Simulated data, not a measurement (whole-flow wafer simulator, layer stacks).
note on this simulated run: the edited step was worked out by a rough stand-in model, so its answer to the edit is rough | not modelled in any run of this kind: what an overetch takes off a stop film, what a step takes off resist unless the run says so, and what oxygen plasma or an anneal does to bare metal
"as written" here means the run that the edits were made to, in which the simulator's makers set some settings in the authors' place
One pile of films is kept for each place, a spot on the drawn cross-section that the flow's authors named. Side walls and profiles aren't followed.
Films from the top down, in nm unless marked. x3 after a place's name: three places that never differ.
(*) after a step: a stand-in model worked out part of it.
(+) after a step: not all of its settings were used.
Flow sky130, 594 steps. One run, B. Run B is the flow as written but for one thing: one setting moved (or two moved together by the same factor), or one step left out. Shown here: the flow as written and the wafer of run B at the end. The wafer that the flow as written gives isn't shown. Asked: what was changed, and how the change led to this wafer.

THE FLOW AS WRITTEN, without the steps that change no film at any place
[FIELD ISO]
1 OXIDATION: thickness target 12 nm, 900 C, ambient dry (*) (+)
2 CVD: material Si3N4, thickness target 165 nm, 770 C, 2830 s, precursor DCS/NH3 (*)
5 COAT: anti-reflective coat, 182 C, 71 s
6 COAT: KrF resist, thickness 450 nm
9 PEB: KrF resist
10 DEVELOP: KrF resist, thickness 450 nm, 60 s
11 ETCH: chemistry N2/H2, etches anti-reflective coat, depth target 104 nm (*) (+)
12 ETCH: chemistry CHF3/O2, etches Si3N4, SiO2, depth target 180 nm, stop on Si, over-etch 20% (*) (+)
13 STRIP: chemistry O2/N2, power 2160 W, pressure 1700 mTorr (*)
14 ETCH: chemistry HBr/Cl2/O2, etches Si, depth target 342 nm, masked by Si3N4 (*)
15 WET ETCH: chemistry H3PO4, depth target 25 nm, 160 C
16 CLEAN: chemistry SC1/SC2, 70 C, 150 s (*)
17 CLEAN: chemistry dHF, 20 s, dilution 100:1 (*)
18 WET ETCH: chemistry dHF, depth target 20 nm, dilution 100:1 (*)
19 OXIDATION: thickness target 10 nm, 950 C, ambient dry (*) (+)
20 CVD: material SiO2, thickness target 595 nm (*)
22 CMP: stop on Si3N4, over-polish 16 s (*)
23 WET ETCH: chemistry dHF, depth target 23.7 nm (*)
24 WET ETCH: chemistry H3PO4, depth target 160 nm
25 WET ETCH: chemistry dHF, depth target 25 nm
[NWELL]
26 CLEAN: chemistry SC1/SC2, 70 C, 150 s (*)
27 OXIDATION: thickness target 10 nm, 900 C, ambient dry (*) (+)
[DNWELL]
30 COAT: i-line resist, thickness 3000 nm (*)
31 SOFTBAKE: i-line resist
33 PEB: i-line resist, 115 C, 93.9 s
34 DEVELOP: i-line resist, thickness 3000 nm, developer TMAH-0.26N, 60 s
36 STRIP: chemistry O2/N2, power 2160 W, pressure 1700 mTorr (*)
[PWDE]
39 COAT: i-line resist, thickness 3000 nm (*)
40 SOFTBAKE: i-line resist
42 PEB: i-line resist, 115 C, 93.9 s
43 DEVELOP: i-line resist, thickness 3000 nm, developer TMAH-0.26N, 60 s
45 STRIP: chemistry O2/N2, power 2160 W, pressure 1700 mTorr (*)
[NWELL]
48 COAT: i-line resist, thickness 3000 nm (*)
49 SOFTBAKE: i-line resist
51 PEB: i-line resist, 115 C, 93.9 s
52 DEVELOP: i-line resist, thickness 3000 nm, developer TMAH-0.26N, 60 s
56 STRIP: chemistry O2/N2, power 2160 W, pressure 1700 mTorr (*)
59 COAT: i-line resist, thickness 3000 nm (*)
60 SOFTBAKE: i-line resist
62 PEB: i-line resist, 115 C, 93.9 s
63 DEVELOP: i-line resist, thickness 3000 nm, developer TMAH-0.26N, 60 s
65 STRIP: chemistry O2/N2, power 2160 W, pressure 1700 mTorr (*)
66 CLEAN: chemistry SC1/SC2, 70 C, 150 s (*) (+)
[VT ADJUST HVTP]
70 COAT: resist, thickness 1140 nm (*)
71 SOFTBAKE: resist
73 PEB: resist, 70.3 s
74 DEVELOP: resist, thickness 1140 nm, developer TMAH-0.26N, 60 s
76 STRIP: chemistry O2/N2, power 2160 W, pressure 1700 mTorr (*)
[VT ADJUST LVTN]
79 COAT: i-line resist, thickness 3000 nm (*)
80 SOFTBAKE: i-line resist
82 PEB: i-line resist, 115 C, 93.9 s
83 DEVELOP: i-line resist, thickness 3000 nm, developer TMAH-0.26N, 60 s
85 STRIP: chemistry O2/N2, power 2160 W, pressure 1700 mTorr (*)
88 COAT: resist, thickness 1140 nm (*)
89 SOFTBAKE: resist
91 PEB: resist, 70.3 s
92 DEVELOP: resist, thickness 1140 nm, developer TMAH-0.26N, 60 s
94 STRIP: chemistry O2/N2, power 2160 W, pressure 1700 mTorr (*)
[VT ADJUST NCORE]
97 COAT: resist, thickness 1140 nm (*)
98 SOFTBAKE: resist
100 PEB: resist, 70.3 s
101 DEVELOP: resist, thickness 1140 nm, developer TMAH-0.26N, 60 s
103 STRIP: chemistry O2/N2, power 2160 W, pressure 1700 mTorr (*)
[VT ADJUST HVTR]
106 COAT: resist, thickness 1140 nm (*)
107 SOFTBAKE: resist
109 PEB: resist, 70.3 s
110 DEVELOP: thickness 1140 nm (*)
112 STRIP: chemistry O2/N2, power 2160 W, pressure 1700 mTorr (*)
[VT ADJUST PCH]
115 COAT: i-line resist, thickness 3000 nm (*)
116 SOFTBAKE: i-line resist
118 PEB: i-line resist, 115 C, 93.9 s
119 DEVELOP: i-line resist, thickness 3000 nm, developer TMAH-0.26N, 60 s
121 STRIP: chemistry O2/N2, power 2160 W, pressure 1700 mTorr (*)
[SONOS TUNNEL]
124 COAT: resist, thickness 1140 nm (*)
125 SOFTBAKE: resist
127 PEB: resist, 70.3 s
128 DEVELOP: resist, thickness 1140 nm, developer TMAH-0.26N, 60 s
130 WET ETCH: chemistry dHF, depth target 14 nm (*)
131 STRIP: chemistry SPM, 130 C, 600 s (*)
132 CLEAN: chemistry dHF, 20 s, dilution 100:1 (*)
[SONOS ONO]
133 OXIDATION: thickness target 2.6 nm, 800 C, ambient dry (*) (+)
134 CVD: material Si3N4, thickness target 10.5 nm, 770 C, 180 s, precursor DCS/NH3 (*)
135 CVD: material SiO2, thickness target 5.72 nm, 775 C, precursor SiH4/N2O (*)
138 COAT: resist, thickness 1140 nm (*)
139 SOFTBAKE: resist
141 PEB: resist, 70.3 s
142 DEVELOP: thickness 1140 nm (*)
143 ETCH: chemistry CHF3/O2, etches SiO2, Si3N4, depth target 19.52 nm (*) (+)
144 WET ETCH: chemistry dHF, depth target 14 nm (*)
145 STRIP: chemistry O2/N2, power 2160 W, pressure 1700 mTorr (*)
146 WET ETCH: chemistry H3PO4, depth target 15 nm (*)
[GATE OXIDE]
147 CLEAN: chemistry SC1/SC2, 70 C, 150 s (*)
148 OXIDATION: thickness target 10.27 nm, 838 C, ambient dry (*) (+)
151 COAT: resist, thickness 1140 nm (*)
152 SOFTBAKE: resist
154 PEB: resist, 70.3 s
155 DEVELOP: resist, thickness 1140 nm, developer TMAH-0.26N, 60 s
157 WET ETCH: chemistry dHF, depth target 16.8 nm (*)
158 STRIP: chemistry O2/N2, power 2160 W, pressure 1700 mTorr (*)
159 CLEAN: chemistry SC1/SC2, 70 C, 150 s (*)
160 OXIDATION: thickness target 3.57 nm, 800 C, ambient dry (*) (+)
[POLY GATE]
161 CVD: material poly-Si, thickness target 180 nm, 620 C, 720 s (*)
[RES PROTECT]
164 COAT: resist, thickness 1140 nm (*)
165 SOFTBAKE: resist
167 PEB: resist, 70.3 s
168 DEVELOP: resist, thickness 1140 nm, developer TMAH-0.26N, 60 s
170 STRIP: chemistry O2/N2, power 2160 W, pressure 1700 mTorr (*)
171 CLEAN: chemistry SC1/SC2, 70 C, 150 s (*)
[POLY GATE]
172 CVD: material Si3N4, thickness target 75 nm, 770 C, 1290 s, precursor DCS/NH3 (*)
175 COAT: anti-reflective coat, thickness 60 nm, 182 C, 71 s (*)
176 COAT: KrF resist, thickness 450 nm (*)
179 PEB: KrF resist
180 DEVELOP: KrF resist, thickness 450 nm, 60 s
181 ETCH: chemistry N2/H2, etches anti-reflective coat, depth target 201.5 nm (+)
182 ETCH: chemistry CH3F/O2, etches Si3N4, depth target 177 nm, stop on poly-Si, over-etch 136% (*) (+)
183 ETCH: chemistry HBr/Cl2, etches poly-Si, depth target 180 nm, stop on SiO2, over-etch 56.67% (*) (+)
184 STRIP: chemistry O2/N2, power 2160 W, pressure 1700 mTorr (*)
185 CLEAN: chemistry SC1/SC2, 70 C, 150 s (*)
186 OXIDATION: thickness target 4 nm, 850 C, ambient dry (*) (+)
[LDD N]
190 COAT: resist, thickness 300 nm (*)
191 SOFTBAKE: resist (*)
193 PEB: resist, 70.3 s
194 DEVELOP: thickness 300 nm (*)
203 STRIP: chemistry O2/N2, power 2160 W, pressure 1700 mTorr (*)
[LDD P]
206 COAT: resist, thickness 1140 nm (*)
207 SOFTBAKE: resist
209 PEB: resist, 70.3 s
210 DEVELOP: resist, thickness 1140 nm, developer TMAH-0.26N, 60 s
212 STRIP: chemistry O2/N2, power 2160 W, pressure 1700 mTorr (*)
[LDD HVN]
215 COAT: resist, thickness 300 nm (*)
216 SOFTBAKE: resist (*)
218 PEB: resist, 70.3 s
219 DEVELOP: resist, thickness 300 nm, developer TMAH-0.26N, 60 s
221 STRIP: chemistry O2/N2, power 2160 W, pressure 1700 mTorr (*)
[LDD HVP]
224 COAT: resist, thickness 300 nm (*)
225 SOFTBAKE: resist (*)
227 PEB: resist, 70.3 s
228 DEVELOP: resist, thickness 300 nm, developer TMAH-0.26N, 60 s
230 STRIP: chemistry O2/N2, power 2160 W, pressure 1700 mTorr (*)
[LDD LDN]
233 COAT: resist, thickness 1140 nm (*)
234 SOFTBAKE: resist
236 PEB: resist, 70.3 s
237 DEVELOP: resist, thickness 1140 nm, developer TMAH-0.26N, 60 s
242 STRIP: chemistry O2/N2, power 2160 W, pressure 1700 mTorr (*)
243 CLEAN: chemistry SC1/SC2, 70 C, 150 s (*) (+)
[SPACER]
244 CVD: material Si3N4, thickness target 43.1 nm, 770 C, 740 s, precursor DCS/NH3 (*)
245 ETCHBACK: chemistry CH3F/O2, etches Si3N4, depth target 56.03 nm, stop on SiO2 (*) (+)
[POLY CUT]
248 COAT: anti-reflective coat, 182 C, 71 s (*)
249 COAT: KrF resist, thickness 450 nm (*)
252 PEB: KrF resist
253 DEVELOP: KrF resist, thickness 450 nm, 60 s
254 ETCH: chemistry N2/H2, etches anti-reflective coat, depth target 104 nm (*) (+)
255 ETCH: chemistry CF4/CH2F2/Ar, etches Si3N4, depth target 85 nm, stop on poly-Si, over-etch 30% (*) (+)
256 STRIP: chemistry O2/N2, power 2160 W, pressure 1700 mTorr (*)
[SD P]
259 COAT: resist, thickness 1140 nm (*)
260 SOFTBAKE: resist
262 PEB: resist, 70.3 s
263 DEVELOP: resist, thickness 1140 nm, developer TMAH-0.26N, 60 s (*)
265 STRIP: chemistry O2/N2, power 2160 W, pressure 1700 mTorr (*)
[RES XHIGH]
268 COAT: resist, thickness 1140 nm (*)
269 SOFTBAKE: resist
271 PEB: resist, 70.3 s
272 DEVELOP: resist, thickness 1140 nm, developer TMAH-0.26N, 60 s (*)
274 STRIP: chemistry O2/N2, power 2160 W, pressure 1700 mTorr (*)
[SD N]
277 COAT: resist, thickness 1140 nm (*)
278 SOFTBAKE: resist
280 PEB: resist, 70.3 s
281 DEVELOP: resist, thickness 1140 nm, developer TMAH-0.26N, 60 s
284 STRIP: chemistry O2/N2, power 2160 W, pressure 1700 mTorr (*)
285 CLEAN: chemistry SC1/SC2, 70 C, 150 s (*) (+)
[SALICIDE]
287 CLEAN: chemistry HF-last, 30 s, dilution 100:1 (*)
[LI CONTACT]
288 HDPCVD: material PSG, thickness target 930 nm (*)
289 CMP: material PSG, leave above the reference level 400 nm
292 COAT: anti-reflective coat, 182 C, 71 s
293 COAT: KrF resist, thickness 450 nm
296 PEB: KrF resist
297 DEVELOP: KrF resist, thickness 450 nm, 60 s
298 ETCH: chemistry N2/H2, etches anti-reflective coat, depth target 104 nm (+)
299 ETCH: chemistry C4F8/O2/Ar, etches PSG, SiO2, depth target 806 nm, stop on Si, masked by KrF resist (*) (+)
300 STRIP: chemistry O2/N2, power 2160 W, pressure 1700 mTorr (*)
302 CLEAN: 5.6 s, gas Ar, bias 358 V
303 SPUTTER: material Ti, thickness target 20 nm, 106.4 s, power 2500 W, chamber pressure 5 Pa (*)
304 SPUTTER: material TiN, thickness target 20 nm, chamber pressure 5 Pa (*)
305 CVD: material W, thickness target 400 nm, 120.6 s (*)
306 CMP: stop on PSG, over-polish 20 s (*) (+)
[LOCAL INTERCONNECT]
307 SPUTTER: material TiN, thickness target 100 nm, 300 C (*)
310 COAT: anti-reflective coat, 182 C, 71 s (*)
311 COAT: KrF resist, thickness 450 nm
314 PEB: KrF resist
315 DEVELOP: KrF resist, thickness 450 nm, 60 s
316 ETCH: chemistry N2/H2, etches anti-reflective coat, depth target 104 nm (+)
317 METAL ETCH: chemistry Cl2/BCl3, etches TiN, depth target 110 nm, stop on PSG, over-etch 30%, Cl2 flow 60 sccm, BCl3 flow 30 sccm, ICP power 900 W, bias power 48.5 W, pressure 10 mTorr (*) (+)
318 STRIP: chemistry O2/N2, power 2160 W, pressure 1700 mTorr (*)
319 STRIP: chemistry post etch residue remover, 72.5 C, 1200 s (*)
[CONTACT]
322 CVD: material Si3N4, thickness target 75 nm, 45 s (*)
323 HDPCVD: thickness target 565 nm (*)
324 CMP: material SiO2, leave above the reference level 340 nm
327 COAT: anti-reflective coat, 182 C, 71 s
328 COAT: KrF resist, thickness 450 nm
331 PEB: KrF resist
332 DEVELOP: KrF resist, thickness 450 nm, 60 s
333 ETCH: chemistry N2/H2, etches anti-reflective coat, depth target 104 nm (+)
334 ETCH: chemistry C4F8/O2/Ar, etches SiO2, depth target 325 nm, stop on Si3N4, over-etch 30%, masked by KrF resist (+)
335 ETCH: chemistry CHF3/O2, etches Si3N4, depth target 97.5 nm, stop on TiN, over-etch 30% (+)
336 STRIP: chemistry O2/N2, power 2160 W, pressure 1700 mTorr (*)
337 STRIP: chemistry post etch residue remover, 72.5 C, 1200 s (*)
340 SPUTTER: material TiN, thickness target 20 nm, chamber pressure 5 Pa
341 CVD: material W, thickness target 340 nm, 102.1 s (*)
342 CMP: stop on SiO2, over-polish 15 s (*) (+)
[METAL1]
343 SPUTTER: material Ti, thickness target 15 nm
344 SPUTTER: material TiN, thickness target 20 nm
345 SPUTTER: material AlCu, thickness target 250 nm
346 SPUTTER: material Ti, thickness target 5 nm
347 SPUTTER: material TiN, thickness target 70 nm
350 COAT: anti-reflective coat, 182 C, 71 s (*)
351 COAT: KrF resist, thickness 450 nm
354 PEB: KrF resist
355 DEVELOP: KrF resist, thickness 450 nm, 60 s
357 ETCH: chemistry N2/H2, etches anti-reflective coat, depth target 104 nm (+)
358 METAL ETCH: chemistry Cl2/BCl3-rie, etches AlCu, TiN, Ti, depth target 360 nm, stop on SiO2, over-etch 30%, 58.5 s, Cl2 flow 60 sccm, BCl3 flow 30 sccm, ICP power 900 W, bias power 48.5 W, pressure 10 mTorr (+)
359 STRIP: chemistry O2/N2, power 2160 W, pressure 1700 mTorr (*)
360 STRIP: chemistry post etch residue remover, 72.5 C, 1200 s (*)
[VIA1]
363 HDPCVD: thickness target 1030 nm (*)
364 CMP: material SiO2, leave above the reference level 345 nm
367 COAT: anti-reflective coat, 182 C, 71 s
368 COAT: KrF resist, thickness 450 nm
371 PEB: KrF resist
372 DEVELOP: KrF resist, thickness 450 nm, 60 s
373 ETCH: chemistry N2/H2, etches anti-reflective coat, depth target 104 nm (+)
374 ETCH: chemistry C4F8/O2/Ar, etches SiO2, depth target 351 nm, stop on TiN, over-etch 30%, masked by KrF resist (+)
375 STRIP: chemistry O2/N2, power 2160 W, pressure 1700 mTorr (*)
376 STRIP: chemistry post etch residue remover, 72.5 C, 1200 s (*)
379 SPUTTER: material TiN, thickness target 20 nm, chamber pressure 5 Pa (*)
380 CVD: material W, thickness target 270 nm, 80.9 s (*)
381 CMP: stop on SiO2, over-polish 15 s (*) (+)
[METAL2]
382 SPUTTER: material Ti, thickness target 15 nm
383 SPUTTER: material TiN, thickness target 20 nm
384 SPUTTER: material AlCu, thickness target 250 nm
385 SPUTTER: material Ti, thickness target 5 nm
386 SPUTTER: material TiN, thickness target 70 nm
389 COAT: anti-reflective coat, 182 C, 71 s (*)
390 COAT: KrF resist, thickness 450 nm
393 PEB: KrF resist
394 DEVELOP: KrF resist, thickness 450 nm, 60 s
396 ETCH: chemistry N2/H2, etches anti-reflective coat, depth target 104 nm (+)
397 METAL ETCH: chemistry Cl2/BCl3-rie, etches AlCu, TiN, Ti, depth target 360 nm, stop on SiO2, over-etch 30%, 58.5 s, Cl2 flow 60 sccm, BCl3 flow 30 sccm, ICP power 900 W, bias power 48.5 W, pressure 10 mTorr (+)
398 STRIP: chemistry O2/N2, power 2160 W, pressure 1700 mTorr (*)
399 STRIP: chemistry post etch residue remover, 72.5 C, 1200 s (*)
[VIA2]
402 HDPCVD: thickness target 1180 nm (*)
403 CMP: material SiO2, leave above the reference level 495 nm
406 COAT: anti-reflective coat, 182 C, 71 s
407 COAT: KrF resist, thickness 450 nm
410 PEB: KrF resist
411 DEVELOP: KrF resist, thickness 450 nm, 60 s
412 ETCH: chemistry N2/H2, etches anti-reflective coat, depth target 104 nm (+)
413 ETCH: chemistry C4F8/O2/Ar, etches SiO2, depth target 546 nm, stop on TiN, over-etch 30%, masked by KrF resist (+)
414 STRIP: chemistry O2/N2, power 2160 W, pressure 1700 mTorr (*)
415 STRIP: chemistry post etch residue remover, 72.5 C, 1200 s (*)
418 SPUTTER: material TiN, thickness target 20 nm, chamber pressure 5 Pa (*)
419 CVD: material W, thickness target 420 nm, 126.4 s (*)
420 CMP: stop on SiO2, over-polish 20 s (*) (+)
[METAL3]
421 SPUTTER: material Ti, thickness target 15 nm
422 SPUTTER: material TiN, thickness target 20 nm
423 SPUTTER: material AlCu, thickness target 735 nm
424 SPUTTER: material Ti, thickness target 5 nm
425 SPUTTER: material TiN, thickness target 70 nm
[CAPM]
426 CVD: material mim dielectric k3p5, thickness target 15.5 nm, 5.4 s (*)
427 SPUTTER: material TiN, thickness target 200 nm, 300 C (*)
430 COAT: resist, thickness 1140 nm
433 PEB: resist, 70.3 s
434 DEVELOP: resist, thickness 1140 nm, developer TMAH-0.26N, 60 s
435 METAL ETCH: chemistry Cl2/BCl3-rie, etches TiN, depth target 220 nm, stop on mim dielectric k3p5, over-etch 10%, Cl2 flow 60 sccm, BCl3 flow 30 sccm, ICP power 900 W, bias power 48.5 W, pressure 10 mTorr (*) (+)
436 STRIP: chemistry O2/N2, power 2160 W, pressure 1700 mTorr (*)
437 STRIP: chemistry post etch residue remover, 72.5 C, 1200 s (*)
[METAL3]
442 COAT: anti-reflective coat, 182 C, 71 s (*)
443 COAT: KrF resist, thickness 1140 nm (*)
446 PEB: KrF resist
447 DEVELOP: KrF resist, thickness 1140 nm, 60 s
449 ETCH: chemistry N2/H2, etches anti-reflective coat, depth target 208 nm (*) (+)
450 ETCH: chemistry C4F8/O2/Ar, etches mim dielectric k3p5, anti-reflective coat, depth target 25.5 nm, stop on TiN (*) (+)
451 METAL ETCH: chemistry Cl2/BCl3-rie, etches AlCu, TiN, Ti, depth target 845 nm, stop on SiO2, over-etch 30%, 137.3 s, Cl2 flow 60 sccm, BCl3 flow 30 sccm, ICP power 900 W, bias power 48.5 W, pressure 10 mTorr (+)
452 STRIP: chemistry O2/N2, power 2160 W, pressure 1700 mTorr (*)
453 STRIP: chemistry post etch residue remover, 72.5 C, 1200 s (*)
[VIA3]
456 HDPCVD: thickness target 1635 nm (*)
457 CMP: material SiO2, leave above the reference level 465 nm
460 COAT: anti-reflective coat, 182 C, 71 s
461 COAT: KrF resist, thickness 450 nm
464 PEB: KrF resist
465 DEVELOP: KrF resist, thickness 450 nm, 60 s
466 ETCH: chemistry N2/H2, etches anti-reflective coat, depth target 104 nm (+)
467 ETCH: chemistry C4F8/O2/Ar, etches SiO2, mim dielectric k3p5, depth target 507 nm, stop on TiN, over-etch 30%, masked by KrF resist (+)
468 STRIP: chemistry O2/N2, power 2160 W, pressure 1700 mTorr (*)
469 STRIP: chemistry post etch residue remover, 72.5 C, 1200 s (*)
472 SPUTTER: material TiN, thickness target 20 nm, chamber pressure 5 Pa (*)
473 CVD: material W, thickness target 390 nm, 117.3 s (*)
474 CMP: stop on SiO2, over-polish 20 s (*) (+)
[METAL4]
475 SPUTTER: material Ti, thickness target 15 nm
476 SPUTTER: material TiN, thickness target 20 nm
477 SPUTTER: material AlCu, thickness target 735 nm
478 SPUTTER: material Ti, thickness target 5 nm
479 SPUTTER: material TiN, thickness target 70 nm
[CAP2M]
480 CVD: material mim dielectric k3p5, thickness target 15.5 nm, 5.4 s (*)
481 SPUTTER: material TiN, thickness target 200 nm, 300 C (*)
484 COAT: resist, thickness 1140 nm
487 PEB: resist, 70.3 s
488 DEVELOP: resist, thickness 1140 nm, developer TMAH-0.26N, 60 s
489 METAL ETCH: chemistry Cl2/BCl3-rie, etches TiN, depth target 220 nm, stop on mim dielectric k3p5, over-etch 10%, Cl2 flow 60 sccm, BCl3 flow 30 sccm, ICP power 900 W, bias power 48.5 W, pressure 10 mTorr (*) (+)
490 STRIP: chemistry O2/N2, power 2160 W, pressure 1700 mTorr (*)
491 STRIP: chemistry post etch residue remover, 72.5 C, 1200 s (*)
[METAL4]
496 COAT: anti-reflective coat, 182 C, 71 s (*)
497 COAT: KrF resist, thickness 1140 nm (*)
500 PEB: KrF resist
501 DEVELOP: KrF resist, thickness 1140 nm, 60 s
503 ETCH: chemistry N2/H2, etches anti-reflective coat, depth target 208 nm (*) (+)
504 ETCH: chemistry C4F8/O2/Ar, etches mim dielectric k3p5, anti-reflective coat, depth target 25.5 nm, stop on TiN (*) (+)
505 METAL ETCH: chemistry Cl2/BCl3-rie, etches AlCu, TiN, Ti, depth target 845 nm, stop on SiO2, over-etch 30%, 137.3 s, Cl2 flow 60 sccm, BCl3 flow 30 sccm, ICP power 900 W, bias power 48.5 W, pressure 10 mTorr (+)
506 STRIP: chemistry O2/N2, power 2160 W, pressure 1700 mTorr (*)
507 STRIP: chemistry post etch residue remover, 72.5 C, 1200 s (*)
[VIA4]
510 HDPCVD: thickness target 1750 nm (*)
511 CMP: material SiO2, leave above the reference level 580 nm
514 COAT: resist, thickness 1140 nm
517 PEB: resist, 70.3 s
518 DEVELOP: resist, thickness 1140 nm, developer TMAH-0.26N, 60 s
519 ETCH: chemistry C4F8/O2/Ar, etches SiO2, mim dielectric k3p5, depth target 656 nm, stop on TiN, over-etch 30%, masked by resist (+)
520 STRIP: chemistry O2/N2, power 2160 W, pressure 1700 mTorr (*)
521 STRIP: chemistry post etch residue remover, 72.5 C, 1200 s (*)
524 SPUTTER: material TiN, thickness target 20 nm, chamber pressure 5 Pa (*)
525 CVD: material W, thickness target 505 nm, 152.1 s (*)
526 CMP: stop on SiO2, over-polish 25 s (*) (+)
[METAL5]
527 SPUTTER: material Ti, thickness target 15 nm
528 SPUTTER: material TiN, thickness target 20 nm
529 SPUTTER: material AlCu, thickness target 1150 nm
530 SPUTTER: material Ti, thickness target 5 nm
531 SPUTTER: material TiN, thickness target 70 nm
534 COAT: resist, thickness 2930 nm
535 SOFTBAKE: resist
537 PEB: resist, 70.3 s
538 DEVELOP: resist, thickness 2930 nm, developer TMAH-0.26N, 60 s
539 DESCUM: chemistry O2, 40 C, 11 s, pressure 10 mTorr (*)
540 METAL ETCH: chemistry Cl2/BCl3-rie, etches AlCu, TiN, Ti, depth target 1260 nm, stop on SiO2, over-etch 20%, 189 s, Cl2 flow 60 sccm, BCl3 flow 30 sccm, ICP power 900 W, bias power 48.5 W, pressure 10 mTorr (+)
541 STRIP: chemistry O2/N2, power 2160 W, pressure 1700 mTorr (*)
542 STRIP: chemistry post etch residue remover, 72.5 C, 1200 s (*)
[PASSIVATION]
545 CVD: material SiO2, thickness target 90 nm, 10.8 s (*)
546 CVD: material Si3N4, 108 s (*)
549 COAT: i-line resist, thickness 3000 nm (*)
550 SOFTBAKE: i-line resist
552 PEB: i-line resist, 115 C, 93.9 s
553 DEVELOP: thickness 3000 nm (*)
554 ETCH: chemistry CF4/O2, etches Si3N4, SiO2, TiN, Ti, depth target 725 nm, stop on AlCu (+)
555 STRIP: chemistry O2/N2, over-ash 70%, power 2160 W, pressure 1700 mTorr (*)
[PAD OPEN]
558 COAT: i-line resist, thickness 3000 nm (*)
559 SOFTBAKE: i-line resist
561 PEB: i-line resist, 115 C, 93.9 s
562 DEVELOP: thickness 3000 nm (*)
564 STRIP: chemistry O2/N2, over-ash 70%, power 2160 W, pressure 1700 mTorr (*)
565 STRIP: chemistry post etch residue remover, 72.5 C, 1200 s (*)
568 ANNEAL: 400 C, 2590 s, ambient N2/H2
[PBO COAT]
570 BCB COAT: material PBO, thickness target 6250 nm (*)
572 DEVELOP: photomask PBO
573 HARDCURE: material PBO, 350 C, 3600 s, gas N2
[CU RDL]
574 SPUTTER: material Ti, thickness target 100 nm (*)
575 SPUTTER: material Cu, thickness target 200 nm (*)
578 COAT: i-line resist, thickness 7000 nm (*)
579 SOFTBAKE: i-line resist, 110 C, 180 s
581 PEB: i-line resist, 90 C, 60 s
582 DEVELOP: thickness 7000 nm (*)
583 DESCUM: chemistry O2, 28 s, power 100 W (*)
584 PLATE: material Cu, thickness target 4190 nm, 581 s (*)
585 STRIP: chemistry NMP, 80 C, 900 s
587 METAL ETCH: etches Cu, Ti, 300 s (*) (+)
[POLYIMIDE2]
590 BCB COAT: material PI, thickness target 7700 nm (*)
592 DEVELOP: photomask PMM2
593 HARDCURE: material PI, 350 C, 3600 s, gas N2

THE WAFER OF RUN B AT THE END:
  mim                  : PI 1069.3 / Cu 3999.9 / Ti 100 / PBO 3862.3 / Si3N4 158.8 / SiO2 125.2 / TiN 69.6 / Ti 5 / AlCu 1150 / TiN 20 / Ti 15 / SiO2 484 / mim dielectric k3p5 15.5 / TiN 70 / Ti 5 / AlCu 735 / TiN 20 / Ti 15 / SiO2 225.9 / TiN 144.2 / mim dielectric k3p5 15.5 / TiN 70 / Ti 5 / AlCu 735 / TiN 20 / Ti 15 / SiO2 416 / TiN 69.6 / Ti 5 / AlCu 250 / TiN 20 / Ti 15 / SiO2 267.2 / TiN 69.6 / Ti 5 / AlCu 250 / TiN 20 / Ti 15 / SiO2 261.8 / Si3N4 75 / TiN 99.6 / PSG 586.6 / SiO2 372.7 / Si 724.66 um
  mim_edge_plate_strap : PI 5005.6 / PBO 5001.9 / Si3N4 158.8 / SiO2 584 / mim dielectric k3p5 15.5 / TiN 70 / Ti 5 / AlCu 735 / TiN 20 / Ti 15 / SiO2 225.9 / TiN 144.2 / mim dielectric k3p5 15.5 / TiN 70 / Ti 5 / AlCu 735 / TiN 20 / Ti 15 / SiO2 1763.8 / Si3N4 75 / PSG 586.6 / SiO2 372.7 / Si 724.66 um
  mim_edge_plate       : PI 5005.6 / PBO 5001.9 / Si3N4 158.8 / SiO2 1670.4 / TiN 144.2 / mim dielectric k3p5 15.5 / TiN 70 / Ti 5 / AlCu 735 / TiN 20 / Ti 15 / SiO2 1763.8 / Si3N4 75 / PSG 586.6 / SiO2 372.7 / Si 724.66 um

The cause: step 427, SPUTTER: thickness target 145 nm was run, where the flow has thickness target 200 nm.

How the change led to this, step by step:
  427 SPUTTER: material TiN, thickness target 200 nm, 300 C (*)
      field, active, n_well and 188 more: TiN +145 (new film) (as written it would be: TiN +200 (new film))
  435 METAL ETCH: chemistry Cl2/BCl3-rie, etches TiN, depth target 220 nm, stop on mim dielectric k3p5, over-etch 10%, Cl2 flow 60 sccm, BCl3 flow 30 sccm, ICP power 900 W, bias power 48.5 W, pressure 10 mTorr (*) (+)
      field, active, n_well and 185 more: TiN -145 (all of it) (as written it would be: TiN -200 (all of it))
      mim, mim_edge_plate_strap, mim_edge_plate: resist -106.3 (as written it would be: resist -146.7)
  436 STRIP: chemistry O2/N2, power 2160 W, pressure 1700 mTorr (*)
      mim, mim_edge_plate_strap, mim_edge_plate: resist -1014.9 (all of it) (as written it would be: resist -974.6 (all of it))
  442 COAT: anti-reflective coat, 182 C, 71 s (*)
      rpm_encl, rpm_encl_psd, rpm_encl_urpm: anti-reflective coat +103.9 (new film) (as written it would be: anti-reflective coat +101.2 (new film))
      poly_licon, rpo_hd_licon: anti-reflective coat +72.6 (new film) (as written it would be: anti-reflective coat +57.6 (new film))
      (and at 6 more places)
  443 COAT: KrF resist, thickness 1140 nm (*)
      mim_edge_plate_strap, mim_edge_plate: KrF resist +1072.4 (new film) (as written it would be: KrF resist +1017.4 (new film))
      mim: KrF resist +1073.7 (new film) (as written it would be: KrF resist +1025.5 (new film))
      (and at 1 more place)
  449 ETCH: chemistry N2/H2, etches anti-reflective coat, depth target 208 nm (*) (+)
      rpm_encl, rpm_encl_psd, rpm_encl_urpm: anti-reflective coat -103.9 (all of it) (as written it would be: anti-reflective coat -101.2 (all of it))
      poly_licon, rpo_hd_licon: anti-reflective coat -72.6 (all of it) (as written it would be: anti-reflective coat -57.6 (all of it))
      (and at 3 more places)
  452 STRIP: chemistry O2/N2, power 2160 W, pressure 1700 mTorr (*)
      mim_edge_plate_strap, mim_edge_plate: KrF resist -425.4 (all of it), anti-reflective coat -3 (all of it) (as written it would be: KrF resist -370.5 (all of it), anti-reflective coat -3 (all of it))
      mim: KrF resist -426.7 (all of it), anti-reflective coat -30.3 (all of it) (as written it would be: KrF resist -378.7 (all of it), anti-reflective coat -40.4 (all of it))
      (and at 2 more places)
  457 CMP: material SiO2, leave above the reference level 465 nm
      mim, mim_edge_plate_strap, mim_edge_plate: SiO2 -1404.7 (as written it would be: SiO2 -1459.7)
